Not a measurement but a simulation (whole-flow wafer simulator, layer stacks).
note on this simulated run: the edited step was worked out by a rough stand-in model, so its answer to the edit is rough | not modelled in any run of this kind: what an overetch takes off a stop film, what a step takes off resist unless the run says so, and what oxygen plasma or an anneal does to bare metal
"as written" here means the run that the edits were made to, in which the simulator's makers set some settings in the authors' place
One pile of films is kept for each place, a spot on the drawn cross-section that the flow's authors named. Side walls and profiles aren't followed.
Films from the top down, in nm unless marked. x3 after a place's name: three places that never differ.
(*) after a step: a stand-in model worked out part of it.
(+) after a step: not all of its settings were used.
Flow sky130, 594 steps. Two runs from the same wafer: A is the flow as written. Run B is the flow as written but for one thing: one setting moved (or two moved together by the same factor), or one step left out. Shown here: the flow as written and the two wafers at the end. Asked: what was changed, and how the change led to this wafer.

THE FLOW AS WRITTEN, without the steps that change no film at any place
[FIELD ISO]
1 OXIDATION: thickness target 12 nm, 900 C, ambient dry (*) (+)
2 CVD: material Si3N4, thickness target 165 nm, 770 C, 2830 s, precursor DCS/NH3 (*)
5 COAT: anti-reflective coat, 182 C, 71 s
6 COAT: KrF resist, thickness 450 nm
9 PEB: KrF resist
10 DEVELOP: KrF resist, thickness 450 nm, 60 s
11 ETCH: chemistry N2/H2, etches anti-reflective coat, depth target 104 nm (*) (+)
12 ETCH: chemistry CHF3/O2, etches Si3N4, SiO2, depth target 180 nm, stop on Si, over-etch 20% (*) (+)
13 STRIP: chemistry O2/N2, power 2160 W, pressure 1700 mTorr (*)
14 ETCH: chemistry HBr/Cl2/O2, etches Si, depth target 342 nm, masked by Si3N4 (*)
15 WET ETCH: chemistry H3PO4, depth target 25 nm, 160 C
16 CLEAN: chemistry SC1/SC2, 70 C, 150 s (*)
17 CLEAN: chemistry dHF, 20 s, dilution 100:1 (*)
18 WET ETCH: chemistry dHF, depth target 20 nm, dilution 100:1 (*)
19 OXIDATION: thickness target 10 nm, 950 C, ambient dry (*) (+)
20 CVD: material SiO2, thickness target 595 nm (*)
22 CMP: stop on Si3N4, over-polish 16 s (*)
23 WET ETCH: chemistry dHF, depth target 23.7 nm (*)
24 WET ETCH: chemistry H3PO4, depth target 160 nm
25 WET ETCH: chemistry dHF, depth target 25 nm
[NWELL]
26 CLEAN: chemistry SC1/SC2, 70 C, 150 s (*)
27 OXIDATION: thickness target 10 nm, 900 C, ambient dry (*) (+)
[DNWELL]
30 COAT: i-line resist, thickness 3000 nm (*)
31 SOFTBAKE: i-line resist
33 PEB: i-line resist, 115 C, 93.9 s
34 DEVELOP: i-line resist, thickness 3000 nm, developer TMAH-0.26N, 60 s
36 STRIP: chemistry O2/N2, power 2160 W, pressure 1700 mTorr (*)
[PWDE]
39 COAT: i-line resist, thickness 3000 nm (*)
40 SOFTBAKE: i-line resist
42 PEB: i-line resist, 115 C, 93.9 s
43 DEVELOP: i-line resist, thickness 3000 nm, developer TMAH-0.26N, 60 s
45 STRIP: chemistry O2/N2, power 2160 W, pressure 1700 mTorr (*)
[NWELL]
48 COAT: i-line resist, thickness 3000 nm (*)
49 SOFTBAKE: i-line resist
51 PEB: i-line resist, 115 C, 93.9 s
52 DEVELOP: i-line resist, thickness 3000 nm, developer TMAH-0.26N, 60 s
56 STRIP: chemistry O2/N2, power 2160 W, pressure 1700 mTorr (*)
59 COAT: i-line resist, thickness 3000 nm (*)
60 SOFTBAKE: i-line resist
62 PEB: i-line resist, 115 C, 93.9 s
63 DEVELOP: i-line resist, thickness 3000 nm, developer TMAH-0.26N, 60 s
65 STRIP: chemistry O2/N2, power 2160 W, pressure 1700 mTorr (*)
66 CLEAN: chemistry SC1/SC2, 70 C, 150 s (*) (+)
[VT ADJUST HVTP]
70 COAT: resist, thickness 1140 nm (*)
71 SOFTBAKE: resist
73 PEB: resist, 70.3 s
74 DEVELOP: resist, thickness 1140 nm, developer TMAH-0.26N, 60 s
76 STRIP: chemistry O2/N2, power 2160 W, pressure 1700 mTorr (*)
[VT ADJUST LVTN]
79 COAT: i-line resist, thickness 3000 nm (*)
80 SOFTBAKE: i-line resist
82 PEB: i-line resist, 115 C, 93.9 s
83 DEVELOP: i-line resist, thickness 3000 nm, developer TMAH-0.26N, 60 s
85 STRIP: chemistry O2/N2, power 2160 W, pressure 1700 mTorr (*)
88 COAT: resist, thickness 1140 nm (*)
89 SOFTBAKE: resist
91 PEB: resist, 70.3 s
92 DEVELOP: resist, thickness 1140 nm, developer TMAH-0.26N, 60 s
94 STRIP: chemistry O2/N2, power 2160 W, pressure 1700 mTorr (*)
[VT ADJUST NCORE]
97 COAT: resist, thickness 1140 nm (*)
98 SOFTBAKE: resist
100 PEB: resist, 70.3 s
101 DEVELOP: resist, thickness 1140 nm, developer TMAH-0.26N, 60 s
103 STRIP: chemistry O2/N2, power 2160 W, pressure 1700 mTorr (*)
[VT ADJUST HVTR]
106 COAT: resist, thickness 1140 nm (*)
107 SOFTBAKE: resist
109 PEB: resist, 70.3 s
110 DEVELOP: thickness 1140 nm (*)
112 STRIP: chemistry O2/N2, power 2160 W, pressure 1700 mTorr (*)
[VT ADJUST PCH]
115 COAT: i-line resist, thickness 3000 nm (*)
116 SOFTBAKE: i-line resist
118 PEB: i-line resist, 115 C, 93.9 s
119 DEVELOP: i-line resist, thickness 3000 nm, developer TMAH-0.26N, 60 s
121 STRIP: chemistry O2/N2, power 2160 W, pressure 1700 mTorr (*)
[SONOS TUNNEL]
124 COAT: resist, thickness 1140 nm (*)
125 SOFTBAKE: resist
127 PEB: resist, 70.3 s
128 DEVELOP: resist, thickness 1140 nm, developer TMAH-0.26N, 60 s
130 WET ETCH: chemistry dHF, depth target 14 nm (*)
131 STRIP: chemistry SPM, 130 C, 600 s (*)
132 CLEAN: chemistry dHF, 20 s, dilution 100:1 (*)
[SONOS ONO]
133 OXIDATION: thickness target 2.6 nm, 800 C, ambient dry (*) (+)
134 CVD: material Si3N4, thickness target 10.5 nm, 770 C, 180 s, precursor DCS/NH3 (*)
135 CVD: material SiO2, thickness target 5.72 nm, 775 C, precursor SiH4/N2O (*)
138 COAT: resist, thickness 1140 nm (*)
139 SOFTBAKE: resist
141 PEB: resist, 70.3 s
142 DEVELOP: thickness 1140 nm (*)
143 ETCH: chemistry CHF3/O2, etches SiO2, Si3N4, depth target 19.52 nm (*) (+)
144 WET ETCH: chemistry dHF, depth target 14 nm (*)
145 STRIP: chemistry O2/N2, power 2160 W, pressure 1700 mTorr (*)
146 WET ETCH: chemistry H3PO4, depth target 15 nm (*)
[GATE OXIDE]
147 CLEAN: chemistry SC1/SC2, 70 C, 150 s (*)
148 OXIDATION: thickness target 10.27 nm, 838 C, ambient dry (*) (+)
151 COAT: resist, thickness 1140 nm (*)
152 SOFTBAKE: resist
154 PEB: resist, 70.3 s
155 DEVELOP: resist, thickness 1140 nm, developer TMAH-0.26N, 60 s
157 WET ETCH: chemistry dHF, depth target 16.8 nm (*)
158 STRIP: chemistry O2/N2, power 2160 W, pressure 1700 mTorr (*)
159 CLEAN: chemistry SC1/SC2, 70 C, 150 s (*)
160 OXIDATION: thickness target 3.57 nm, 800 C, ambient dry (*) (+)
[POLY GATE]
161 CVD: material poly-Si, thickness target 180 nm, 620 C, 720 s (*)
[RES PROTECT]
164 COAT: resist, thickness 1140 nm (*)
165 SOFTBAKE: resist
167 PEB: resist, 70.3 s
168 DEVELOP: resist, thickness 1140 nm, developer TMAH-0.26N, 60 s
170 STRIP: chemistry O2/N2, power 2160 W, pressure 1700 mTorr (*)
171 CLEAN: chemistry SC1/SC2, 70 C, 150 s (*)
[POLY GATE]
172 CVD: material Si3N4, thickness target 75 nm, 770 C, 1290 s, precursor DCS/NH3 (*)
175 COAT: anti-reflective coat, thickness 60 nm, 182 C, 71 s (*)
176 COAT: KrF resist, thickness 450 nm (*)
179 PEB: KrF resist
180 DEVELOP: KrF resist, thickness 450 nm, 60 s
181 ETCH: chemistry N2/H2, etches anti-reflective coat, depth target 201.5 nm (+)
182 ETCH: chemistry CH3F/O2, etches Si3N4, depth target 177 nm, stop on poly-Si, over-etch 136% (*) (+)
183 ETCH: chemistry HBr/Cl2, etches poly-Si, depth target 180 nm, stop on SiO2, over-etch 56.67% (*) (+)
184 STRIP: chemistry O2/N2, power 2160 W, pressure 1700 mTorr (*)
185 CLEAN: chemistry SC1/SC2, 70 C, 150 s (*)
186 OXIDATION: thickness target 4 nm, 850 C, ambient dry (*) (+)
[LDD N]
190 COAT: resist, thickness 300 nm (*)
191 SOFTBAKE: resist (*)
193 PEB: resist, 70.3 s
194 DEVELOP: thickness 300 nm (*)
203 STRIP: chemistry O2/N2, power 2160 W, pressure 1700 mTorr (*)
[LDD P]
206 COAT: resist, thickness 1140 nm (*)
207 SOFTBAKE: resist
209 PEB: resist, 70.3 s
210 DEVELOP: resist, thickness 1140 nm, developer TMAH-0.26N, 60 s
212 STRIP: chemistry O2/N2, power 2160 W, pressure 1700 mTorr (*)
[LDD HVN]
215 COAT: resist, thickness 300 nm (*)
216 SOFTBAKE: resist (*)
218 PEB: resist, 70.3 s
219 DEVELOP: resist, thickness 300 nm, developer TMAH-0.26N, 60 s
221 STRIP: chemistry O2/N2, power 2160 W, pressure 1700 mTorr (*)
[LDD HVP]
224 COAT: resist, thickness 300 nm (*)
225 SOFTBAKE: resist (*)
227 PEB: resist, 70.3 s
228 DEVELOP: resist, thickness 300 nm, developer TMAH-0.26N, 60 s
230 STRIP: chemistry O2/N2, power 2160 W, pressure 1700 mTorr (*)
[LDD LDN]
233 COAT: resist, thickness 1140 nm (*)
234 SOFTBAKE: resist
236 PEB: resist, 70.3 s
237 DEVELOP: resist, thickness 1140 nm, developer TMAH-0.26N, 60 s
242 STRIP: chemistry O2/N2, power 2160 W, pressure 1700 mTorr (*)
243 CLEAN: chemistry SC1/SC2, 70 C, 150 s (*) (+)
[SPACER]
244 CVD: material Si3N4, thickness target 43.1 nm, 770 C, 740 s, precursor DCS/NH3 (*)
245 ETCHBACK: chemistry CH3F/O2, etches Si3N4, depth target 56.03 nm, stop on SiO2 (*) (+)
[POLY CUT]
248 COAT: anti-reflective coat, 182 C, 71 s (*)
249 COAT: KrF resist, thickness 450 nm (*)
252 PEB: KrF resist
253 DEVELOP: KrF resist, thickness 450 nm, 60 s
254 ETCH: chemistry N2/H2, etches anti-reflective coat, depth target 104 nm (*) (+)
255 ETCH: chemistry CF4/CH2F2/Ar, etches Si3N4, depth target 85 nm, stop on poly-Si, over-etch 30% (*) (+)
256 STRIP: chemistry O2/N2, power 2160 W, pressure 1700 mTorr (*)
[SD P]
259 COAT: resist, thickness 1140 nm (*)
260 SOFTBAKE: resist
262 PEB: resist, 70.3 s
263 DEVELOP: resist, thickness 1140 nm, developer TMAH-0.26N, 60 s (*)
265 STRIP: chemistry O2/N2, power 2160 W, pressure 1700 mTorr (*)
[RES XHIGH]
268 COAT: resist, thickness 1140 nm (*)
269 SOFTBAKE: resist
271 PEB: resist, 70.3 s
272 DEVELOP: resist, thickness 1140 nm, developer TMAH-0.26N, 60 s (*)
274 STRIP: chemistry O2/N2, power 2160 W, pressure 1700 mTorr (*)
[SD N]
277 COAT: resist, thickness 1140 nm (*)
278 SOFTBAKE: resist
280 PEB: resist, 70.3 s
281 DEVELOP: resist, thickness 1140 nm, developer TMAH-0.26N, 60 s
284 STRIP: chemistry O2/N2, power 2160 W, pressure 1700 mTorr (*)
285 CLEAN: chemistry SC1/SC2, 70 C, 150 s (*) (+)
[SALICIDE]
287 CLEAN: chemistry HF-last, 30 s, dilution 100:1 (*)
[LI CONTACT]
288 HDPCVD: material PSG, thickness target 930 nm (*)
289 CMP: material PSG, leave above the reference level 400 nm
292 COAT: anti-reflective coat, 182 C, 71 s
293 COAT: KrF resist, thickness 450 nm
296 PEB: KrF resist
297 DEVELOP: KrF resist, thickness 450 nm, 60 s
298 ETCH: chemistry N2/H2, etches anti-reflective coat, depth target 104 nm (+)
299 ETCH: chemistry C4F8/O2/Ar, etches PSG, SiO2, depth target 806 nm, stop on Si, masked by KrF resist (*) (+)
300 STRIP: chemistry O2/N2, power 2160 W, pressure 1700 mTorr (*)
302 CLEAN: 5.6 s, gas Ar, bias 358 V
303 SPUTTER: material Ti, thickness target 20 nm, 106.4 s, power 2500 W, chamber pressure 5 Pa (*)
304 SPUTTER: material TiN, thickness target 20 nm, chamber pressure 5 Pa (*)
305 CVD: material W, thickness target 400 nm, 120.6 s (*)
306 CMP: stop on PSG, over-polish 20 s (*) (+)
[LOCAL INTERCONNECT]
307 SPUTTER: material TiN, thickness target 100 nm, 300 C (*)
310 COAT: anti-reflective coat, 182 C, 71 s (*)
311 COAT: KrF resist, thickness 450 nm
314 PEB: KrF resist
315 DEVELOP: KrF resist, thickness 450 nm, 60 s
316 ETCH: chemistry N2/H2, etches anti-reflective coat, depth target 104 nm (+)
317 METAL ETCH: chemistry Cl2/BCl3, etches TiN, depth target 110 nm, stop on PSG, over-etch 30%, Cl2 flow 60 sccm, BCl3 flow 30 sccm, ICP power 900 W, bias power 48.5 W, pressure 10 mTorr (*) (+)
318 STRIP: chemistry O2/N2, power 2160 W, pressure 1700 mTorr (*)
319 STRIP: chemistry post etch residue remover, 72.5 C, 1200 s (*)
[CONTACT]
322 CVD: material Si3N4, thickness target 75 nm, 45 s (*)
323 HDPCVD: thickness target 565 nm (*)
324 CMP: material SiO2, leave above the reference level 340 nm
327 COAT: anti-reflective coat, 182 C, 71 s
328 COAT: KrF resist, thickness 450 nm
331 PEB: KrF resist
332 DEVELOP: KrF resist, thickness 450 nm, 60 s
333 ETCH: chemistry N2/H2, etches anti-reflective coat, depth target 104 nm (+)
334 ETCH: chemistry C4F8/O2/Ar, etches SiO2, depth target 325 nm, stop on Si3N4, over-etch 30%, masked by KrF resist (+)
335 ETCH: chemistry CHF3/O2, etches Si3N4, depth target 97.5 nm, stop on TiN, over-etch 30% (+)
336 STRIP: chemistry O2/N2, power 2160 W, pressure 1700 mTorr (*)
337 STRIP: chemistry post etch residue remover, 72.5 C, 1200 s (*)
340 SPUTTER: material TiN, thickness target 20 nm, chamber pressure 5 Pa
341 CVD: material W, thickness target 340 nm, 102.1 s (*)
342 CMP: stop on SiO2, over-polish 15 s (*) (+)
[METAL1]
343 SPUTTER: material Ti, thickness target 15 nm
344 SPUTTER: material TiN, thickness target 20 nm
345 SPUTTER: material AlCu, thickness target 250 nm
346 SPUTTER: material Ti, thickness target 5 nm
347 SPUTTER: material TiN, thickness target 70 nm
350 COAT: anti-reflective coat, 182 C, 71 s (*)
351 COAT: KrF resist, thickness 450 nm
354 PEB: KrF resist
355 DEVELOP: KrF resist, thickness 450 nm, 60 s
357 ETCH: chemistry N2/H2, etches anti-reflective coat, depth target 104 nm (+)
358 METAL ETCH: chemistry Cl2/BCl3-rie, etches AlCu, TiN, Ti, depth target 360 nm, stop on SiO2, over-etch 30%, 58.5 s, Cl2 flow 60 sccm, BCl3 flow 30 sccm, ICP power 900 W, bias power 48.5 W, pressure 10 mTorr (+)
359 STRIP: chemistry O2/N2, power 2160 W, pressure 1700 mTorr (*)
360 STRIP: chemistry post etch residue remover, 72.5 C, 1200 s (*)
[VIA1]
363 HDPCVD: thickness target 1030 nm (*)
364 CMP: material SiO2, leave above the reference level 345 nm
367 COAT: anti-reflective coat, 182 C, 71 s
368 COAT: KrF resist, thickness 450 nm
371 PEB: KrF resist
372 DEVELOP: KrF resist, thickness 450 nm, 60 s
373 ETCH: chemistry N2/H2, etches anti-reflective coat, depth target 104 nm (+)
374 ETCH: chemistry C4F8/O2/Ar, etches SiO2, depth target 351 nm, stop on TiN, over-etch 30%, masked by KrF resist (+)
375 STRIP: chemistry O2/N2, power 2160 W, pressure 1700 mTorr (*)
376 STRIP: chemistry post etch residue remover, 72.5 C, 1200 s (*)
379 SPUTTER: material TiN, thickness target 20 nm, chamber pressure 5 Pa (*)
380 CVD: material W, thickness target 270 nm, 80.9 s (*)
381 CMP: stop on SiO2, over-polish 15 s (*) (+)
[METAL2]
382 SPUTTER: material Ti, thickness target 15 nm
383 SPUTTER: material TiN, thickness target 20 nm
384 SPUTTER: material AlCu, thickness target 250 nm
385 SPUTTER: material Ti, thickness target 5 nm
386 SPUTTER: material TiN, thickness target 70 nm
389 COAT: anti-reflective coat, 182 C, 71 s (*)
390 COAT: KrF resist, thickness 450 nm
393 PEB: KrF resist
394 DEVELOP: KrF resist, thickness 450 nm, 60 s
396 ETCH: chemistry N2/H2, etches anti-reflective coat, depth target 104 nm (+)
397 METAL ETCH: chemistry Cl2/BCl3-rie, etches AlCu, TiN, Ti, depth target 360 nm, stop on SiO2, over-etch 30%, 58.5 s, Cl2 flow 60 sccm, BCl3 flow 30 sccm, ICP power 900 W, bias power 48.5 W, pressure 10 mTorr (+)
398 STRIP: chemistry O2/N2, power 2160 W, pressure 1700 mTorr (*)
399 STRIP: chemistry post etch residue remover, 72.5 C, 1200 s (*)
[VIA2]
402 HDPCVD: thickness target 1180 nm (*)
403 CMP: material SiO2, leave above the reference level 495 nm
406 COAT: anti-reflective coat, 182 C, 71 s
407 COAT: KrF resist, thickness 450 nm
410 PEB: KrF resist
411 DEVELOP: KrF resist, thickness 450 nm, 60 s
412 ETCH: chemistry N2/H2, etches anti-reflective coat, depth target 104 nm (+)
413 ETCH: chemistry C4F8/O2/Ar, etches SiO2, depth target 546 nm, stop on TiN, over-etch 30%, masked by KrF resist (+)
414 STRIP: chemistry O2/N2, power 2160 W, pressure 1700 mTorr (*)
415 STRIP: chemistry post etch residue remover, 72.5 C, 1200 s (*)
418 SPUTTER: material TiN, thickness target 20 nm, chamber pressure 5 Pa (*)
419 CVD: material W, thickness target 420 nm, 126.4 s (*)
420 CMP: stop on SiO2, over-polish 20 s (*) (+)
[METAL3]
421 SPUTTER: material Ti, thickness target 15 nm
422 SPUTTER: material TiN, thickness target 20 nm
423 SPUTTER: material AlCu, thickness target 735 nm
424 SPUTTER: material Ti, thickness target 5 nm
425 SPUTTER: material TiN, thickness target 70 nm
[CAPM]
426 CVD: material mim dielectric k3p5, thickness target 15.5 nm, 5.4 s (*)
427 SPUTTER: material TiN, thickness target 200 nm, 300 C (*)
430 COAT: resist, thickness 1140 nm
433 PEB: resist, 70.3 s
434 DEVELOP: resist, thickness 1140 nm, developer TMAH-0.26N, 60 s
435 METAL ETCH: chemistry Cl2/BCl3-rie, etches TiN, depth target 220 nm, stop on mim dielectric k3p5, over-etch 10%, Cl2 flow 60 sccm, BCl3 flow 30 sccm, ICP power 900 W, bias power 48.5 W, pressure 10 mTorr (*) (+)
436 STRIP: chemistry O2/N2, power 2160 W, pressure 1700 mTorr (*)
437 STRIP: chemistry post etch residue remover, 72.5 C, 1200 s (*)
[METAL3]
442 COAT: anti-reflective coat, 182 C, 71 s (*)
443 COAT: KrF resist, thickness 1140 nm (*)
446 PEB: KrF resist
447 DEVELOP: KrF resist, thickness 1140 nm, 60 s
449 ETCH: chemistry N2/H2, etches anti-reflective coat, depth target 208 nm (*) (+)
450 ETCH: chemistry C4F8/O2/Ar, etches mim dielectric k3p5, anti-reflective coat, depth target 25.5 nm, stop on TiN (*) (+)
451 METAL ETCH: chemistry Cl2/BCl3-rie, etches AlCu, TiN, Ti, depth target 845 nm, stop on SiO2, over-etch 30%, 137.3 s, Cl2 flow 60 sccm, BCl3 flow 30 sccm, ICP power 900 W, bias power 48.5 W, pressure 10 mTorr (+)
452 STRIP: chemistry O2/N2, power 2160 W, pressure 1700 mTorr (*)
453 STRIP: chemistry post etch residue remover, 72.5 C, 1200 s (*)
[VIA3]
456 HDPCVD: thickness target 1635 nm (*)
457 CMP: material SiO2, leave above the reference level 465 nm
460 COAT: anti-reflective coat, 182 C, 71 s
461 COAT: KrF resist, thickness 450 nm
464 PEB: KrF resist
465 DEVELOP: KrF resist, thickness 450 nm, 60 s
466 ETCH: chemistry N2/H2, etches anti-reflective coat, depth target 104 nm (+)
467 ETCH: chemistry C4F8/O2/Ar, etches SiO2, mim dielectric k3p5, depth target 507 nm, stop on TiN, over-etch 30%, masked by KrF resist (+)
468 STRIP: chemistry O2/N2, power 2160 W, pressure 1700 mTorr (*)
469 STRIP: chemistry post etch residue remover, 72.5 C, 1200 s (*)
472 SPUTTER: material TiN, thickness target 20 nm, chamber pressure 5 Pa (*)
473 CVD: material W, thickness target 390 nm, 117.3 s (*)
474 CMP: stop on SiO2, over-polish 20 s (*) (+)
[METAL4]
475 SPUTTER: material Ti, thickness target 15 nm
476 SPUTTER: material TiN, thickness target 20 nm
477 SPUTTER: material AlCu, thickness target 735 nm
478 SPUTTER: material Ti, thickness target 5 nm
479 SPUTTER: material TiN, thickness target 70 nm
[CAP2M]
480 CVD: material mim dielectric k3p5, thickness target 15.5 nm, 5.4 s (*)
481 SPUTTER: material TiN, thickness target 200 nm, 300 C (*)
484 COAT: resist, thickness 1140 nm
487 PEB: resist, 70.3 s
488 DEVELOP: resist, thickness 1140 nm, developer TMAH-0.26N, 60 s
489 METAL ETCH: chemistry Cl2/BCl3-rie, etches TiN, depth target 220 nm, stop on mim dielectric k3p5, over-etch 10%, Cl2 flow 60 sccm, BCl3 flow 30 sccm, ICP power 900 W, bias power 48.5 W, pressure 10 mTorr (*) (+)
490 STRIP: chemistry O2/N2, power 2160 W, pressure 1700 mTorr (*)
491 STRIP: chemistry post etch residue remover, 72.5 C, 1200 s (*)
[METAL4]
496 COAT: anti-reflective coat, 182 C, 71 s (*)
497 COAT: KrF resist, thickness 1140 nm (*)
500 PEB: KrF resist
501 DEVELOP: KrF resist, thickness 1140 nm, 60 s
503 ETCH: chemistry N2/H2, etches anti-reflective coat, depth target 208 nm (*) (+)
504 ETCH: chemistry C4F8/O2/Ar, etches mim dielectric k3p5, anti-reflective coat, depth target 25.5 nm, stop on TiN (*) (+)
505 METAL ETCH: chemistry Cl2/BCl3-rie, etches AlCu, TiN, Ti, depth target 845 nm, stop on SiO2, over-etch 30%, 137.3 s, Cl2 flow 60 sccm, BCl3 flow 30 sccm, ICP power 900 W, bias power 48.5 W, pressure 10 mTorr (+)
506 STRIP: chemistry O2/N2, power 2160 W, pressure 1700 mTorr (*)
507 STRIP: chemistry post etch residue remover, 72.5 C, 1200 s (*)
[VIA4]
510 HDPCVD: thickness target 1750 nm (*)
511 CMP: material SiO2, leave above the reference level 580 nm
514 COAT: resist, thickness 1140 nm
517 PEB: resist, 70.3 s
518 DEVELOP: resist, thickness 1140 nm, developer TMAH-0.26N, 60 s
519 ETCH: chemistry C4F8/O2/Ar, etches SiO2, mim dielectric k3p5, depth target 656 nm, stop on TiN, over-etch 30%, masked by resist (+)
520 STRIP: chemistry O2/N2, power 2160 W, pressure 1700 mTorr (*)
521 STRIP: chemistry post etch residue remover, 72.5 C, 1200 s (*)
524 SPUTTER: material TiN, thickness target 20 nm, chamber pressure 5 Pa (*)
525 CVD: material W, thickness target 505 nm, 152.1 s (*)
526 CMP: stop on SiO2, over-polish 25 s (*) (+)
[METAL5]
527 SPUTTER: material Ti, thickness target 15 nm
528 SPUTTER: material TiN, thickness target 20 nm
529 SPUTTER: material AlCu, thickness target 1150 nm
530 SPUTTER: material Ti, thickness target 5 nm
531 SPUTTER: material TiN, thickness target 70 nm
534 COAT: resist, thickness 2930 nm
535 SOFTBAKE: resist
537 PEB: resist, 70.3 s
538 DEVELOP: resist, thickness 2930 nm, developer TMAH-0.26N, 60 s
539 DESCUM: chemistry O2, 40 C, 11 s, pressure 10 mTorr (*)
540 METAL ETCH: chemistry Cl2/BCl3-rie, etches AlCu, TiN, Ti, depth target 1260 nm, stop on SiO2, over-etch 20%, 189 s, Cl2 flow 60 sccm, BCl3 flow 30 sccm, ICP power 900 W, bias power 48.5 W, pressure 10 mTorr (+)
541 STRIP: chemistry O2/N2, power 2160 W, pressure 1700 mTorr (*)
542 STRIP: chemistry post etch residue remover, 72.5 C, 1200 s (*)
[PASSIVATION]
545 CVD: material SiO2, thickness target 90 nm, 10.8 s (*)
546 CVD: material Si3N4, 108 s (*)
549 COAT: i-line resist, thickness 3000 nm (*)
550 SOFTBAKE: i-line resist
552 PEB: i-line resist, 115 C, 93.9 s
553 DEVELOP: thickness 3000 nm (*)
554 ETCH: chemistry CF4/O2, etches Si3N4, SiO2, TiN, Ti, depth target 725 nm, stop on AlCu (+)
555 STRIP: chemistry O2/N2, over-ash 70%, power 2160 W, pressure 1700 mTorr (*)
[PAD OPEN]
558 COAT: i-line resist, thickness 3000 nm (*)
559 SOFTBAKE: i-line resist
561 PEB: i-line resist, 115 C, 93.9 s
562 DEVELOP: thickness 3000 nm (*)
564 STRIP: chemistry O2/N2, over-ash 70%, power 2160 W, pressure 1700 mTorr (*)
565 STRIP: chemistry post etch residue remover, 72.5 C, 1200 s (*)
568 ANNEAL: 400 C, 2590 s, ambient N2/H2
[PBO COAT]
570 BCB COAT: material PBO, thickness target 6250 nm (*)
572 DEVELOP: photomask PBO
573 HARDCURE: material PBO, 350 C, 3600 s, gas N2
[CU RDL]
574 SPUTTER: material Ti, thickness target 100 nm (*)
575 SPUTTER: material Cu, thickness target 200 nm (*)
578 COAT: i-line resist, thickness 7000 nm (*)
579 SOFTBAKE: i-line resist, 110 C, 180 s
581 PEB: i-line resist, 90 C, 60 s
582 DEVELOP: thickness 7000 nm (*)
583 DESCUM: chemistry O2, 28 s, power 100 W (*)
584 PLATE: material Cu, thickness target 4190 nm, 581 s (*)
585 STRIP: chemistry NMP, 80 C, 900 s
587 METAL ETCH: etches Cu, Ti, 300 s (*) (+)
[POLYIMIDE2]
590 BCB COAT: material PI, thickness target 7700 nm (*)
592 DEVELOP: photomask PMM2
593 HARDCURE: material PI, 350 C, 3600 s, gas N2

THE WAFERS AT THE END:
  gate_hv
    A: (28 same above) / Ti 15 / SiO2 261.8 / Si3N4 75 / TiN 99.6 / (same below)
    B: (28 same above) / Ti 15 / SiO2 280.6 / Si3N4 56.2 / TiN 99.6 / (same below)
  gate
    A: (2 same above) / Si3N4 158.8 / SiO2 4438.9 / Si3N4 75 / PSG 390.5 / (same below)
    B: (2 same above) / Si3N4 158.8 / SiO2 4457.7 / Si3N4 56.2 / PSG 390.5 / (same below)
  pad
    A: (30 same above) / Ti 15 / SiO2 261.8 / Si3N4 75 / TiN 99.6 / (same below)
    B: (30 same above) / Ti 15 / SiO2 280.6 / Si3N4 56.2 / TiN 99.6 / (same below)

The cause: step 322, CVD: thickness target 56.2 nm was run, where the flow has thickness target 75 nm; step 322, CVD: 33.8 s was run, where the flow has 45 s.
It can be read off the wafer: gate_hv has Si3N4 56.2, and step 322 as written asks for 75 nm.

How the change led to this, step by step:
  322 CVD: material Si3N4, thickness target 75 nm, 45 s (*)
      field, active, n_well and 188 more: A Si3N4 +75 (new film) | B Si3N4 +56.2 (new film)
  324 CMP: material SiO2, leave above the reference level 340 nm
      n_well, p_well, gate_hv and 93 more: A SiO2 -300 | B SiO2 -281.2
      field, active, gate and 88 more: A SiO2 -200.4 | B SiO2 -181.6
      (and at 4 more places)
  334 ETCH: chemistry C4F8/O2/Ar, etches SiO2, depth target 325 nm, stop on Si3N4, over-etch 30%, masked by KrF resist (+)
      poly_licon, ndiff_licon, ndiff_licon_cpp, rpo_hd_licon: A SiO2 -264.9 (all of it) | B SiO2 -283.7 (all of it)
  335 ETCH: chemistry CHF3/O2, etches Si3N4, depth target 97.5 nm, stop on TiN, over-etch 30% (+)
      field, active, n_well and 184 more: A KrF resist -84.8 | B KrF resist -63.5
      poly_licon, ndiff_licon, ndiff_licon_cpp, rpo_hd_licon: A Si3N4 -75 (all of it) | B Si3N4 -56.2 (all of it)
  336 STRIP: chemistry O2/N2, power 2160 W, pressure 1700 mTorr (*)
      field, active, n_well and 184 more: A KrF resist -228 (all of it), anti-reflective coat -80 (all of it) | B KrF resist -249.3 (all of it), anti-reflective coat -80 (all of it)
